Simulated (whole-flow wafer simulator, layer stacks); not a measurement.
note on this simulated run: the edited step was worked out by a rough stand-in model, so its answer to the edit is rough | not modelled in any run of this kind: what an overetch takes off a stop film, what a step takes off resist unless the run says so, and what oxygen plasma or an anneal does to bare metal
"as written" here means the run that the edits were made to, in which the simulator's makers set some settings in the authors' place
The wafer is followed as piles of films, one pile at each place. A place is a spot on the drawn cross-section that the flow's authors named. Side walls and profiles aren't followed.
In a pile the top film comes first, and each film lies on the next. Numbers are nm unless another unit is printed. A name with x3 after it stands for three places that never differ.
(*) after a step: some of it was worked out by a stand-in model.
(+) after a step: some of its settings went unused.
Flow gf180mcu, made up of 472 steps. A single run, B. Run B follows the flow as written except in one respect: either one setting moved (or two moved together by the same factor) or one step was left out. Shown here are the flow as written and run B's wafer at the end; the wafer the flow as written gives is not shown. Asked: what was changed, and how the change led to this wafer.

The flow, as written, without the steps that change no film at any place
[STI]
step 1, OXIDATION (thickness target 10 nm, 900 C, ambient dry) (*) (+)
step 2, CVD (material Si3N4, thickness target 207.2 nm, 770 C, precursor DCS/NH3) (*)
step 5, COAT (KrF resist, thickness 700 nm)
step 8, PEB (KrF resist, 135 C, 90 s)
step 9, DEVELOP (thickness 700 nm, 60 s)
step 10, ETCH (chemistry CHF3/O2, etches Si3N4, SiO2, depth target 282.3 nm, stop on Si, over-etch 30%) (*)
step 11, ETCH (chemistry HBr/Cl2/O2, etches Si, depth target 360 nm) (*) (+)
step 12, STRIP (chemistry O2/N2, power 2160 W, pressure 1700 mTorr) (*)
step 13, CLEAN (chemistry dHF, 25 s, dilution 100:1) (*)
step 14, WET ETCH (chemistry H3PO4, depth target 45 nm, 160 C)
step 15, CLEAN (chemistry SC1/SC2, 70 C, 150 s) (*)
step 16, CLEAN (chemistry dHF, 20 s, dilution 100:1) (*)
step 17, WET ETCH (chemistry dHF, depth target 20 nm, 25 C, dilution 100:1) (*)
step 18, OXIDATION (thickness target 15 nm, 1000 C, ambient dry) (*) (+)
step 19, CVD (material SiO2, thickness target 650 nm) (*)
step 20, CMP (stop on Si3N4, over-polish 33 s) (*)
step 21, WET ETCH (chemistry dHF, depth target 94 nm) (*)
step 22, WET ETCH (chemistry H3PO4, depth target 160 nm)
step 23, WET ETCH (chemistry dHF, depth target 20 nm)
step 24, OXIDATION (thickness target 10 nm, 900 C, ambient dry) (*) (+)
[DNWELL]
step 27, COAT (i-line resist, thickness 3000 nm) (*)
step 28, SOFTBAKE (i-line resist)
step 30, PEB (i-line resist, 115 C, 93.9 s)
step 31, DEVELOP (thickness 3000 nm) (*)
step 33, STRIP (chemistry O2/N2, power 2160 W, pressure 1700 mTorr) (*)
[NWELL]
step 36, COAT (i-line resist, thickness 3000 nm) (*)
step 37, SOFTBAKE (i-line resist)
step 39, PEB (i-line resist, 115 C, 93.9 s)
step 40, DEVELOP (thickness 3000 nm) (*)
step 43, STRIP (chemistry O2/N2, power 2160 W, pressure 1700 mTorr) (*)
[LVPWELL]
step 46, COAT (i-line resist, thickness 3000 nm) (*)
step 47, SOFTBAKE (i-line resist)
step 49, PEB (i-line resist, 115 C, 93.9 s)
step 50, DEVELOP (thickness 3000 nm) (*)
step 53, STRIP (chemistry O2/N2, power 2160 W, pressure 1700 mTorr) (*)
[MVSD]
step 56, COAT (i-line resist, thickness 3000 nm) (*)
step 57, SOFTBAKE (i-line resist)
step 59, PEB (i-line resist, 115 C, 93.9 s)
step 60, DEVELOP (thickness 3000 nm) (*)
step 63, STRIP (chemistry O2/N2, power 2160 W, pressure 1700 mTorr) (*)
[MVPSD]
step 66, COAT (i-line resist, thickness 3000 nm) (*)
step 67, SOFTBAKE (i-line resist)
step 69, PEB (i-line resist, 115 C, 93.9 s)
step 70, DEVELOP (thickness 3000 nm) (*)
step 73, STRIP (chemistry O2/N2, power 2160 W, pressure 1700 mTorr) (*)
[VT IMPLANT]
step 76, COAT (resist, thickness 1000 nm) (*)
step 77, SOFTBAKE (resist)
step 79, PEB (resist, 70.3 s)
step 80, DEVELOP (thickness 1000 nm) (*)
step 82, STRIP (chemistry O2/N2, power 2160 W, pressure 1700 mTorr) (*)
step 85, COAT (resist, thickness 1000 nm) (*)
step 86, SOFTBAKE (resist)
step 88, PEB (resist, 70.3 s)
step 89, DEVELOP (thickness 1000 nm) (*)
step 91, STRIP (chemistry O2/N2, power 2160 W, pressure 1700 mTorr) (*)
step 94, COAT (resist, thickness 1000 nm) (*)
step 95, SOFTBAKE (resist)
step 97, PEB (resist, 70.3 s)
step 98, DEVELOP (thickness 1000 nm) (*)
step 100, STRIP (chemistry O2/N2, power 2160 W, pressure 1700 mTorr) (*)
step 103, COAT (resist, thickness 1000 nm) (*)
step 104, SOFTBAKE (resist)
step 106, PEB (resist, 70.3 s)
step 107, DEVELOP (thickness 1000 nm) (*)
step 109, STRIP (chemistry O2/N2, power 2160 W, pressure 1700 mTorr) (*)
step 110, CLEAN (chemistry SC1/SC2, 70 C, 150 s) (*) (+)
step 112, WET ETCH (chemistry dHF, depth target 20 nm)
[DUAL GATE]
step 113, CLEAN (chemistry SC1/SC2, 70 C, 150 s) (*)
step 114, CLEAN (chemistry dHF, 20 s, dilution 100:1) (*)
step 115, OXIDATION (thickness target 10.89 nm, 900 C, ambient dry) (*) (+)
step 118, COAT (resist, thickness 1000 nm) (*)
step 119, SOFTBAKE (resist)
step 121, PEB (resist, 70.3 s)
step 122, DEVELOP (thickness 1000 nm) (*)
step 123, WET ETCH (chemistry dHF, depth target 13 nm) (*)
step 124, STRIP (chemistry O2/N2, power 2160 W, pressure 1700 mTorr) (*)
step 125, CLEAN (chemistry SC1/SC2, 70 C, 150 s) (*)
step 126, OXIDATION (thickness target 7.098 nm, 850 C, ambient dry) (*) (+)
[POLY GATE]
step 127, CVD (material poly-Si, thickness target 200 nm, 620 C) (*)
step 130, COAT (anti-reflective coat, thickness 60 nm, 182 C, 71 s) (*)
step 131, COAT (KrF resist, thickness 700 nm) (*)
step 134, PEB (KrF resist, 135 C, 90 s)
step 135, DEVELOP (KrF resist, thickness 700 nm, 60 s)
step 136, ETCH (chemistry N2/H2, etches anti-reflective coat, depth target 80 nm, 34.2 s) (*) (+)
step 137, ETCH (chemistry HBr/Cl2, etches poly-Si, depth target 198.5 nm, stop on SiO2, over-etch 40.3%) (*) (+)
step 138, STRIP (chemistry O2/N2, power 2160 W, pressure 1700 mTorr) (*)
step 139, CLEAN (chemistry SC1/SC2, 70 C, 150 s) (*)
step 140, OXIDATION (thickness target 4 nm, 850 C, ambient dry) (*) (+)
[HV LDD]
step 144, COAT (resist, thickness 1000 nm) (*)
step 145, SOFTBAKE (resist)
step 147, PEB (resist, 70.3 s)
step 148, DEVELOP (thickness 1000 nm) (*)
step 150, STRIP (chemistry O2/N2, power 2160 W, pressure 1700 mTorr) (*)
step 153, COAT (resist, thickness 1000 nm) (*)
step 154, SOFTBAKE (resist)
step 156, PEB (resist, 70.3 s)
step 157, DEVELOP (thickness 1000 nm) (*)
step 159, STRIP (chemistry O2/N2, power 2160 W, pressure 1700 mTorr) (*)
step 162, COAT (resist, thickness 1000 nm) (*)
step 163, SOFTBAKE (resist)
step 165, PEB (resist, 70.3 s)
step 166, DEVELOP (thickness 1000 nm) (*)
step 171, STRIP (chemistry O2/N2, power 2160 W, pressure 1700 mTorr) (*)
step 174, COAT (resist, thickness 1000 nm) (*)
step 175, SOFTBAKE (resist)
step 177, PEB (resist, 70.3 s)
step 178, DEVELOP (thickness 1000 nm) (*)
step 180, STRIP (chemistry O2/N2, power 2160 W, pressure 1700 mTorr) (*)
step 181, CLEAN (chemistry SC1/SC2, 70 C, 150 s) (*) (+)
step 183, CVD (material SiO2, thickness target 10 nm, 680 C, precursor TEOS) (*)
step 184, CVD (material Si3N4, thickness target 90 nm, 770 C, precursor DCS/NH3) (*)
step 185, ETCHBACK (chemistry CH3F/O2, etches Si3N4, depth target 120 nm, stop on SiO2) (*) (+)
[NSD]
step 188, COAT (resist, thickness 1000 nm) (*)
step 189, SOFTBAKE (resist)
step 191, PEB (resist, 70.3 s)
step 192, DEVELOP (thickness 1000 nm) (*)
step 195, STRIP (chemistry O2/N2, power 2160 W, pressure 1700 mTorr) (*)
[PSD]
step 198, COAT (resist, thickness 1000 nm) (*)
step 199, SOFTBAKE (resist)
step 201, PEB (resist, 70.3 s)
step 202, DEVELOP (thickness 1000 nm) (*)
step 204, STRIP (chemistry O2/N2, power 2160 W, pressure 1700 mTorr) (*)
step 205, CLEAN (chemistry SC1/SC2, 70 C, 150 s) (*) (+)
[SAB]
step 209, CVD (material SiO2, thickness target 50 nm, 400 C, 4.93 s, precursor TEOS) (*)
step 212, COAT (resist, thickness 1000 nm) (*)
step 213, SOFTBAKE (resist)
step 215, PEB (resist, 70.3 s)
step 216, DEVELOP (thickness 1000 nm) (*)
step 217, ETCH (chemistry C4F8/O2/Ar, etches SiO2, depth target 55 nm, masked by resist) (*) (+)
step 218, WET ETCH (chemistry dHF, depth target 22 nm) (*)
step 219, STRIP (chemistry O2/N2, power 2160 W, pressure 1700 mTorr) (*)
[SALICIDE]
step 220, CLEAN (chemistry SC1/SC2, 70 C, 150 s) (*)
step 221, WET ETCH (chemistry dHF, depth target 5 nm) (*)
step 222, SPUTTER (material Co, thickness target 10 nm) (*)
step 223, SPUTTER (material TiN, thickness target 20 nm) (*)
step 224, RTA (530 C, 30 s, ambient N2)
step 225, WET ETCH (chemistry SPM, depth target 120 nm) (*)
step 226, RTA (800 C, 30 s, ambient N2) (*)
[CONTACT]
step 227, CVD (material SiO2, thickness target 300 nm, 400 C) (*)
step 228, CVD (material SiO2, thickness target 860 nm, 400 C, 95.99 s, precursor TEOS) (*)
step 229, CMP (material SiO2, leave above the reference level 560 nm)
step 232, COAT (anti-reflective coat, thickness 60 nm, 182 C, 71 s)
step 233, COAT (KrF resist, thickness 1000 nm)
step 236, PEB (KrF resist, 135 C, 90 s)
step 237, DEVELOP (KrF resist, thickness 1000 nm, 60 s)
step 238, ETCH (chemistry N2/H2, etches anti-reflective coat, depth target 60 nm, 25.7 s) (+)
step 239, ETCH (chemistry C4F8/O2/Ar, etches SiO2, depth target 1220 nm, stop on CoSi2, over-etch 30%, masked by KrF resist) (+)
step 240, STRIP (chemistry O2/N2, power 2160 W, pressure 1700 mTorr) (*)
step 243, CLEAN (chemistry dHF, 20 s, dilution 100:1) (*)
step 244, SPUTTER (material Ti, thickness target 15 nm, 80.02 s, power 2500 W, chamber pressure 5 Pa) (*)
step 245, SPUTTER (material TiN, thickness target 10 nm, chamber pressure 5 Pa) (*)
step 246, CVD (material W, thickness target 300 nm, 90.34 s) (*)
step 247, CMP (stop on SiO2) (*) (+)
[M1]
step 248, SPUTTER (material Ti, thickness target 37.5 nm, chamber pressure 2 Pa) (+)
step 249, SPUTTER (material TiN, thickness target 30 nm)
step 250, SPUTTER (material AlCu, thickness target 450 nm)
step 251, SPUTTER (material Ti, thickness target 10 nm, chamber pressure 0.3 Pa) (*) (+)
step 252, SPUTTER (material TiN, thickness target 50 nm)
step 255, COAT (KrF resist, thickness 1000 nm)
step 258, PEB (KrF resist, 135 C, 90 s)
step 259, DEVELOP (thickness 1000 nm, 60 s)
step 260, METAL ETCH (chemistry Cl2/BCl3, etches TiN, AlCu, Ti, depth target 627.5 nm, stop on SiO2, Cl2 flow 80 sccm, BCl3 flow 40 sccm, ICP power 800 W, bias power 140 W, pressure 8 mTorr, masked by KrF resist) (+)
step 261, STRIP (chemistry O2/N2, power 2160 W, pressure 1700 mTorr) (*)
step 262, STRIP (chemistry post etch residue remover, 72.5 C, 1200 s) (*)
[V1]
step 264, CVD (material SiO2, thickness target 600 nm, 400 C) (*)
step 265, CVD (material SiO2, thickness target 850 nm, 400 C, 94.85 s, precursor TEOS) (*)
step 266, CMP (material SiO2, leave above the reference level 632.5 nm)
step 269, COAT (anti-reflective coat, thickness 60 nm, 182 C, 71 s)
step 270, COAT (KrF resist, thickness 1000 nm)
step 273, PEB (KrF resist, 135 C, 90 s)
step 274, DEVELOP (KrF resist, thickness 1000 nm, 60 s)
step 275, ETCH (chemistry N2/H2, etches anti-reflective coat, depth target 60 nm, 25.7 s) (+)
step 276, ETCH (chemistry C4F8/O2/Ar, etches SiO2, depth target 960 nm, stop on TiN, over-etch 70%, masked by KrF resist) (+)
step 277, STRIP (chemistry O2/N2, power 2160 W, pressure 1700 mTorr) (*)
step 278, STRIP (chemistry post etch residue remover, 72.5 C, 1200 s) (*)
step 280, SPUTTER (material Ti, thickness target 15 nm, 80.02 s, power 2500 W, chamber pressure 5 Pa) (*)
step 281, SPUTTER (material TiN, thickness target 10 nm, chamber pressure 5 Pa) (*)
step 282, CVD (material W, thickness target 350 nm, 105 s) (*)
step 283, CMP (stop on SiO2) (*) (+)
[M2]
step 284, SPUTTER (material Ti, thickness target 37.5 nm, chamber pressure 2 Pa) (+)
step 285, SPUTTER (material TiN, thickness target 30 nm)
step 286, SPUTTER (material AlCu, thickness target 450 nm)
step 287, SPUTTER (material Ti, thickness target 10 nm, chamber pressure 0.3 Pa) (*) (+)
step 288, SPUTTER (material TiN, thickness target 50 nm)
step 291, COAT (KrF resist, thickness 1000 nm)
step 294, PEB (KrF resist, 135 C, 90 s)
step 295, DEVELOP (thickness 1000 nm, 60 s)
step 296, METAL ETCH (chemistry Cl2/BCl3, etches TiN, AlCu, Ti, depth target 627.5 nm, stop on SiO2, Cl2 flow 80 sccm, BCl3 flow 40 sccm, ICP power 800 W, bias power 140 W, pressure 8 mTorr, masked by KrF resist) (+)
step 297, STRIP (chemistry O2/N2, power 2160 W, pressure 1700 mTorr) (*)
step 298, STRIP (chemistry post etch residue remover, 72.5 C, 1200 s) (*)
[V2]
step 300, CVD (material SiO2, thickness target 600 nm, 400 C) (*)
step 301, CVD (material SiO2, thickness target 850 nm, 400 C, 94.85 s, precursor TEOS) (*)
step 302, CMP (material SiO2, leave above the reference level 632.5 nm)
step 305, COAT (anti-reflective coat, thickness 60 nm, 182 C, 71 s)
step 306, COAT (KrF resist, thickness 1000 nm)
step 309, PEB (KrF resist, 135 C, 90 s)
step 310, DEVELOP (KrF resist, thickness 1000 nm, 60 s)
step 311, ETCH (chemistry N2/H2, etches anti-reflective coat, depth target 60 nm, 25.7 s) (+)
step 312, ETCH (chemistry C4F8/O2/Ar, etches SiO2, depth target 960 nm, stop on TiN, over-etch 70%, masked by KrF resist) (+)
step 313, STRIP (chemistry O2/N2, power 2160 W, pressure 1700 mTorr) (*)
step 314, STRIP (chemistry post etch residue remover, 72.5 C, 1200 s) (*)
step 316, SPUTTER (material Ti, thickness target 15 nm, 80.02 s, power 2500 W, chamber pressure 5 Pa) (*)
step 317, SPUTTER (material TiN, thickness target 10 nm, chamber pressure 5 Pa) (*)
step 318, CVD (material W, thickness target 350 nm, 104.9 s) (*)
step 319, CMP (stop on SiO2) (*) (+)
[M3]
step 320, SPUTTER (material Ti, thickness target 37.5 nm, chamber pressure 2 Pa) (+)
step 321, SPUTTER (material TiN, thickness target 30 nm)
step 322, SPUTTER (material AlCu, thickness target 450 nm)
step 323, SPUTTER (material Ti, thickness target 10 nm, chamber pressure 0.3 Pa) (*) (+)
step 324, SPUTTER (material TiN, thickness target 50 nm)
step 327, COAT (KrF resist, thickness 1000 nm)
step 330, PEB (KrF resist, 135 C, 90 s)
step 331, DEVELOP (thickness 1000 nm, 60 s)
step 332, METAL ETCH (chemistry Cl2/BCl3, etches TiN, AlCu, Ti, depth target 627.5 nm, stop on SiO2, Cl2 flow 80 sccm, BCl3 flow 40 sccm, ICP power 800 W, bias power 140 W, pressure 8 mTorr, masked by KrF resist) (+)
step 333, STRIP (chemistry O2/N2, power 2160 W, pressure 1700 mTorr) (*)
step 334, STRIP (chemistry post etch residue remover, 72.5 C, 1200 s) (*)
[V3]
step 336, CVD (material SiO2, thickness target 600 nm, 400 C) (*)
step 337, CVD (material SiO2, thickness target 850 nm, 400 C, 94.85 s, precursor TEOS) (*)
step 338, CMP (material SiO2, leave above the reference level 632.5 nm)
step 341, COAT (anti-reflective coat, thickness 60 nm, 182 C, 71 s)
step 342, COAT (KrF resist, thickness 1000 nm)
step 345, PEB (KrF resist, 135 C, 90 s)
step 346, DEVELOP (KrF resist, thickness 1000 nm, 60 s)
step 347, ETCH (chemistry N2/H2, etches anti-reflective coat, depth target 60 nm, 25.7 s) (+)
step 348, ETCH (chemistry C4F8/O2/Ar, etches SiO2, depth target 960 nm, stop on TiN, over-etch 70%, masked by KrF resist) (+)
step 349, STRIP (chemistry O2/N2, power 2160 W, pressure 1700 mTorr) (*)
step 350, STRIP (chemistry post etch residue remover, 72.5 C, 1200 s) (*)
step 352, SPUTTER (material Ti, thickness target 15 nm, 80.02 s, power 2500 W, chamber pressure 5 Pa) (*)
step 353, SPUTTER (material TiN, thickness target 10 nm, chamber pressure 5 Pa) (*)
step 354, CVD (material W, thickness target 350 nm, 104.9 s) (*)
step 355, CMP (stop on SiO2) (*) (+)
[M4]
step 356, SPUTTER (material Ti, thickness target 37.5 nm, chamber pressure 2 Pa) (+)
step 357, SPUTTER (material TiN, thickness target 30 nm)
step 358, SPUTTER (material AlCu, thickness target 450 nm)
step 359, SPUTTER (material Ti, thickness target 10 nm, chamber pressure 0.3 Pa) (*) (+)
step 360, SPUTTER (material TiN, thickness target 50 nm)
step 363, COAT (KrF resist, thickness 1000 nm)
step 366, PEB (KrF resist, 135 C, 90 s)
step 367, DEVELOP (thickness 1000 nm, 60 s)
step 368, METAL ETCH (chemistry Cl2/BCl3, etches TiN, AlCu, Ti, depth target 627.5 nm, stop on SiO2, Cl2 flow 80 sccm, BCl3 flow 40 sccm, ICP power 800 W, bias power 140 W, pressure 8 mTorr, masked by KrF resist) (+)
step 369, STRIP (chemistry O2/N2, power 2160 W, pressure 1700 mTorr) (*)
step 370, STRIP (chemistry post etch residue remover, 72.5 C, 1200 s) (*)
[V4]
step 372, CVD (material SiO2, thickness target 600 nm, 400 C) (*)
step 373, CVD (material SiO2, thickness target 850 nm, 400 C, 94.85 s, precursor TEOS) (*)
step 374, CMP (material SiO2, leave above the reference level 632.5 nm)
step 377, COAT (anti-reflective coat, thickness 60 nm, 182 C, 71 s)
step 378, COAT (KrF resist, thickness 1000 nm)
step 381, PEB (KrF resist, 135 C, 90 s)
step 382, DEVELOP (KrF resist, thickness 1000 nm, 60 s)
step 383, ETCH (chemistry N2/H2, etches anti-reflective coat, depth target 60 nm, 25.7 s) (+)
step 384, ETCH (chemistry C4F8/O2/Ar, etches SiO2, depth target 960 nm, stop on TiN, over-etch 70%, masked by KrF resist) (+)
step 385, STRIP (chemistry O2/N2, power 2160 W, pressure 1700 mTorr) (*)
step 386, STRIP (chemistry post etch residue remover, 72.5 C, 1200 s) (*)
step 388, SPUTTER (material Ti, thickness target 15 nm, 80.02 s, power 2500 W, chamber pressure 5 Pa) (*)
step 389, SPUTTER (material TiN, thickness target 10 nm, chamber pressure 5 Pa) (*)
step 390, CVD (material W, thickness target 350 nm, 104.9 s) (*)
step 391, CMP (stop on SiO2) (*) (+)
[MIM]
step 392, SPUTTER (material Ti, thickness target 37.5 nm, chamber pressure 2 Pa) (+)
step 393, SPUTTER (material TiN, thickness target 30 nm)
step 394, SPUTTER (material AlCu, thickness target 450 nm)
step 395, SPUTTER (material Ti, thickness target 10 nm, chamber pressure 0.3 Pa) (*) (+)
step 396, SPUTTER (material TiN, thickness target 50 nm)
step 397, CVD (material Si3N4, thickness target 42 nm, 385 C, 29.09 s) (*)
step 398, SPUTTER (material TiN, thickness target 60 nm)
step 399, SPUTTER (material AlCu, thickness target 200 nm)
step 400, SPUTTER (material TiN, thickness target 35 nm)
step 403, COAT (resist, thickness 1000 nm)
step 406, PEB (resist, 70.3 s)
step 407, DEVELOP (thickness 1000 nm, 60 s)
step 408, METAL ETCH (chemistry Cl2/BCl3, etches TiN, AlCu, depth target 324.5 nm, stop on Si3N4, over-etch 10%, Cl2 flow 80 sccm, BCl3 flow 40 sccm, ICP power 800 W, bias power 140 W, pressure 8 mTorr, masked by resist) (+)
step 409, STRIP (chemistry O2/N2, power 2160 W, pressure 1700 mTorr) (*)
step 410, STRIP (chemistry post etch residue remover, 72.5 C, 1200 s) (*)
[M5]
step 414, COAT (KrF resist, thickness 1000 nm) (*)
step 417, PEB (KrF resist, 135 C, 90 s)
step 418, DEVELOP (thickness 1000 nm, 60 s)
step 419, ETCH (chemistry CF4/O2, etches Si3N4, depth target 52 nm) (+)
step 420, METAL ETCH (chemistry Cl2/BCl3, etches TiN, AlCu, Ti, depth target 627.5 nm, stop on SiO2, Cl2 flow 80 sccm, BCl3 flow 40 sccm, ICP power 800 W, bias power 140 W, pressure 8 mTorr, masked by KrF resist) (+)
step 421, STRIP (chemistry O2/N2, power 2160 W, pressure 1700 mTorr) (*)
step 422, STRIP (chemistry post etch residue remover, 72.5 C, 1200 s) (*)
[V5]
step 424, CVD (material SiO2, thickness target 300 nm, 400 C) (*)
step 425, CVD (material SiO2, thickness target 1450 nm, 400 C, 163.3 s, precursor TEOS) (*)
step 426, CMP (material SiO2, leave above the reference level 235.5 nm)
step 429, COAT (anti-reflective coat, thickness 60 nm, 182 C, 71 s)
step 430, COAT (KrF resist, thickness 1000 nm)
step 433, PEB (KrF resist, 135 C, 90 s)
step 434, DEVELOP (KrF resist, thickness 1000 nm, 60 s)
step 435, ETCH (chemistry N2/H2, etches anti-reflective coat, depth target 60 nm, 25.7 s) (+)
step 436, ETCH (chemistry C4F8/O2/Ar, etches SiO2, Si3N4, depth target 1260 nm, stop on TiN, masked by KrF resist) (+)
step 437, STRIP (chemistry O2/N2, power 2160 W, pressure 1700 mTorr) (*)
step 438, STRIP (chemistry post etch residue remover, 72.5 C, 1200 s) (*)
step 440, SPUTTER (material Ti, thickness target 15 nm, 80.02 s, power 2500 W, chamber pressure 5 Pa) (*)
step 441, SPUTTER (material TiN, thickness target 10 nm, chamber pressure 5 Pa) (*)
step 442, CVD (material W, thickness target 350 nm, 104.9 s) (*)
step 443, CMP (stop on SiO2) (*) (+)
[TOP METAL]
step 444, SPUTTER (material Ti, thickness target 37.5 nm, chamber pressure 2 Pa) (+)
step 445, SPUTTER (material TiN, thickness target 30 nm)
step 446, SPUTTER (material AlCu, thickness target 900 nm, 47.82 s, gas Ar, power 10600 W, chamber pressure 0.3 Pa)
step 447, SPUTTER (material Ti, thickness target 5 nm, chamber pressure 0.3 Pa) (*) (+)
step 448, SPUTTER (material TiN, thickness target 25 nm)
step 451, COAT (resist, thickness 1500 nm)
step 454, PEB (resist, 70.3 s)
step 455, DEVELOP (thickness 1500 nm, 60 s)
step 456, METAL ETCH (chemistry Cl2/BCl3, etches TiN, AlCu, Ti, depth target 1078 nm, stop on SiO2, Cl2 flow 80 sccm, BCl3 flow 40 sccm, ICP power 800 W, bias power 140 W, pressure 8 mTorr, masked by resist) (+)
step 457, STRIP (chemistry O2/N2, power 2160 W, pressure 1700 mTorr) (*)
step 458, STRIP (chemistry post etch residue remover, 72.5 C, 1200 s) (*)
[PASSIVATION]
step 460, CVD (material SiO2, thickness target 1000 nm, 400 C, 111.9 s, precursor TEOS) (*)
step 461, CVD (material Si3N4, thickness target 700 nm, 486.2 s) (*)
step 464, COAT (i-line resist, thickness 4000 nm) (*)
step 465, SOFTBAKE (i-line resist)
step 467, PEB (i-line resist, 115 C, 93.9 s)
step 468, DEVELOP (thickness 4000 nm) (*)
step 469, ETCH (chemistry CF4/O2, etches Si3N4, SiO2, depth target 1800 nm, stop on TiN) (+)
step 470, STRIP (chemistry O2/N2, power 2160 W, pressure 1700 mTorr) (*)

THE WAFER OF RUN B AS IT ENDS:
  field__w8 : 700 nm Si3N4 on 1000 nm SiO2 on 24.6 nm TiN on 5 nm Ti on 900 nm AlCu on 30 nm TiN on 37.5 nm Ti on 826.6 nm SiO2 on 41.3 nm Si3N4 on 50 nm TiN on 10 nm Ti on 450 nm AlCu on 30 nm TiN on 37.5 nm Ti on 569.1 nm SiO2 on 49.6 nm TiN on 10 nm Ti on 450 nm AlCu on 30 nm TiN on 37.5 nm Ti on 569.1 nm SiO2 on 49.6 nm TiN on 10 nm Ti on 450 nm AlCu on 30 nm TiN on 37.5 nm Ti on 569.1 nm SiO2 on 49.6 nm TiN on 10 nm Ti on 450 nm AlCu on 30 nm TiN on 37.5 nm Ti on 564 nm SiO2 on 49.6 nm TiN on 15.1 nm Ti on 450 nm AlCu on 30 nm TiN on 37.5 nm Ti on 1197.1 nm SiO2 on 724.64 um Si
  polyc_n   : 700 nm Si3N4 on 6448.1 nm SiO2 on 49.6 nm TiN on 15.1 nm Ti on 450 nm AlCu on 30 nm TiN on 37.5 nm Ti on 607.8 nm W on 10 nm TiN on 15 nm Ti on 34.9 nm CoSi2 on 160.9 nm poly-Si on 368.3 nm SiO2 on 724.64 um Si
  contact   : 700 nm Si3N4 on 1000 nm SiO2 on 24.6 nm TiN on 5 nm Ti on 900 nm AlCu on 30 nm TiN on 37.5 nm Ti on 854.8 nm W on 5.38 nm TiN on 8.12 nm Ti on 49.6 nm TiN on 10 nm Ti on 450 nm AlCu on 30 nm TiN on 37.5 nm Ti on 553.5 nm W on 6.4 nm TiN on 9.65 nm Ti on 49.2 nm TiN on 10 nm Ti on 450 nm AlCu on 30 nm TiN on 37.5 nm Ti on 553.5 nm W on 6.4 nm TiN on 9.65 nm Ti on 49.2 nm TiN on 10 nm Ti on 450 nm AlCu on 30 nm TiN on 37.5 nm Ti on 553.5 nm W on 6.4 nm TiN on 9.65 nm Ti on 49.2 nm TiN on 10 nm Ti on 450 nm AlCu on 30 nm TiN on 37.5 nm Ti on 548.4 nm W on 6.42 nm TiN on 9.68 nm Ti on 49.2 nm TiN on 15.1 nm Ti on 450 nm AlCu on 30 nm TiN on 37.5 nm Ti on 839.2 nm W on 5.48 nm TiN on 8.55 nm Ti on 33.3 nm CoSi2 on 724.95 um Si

Cause: step 251, SPUTTER: thickness target 15.1 nm was run, while the flow as written has thickness target 10 nm.
The wafer lets one read it off: field__w8 has Ti 15.1, and step 251 as written asks for 10 nm.

The path from the change to this, step by step:
  step 251, SPUTTER (material Ti, thickness target 10 nm, chamber pressure 0.3 Pa) (*) (+)
      field, field__w1, field__w2 and 108 more: +15.1 Ti (new film) (it would be, as written: +10 Ti (new film))
  step 260, METAL ETCH (chemistry Cl2/BCl3, etches TiN, AlCu, Ti, depth target 627.5 nm, stop on SiO2, Cl2 flow 80 sccm, BCl3 flow 40 sccm, ICP power 800 W, bias power 140 W, pressure 8 mTorr, masked by KrF resist) (+)
      field, field__w1, field__w2 and 99 more: -50 TiN (all of it), -15.1 Ti (all of it), -450 AlCu (all of it), -30 TiN (all of it), -37.5 Ti (all of it) (it would be, as written: -50 TiN (all of it), -10 Ti (all of it), -450 AlCu (all of it), -30 TiN (all of it), -37.5 Ti (all of it))
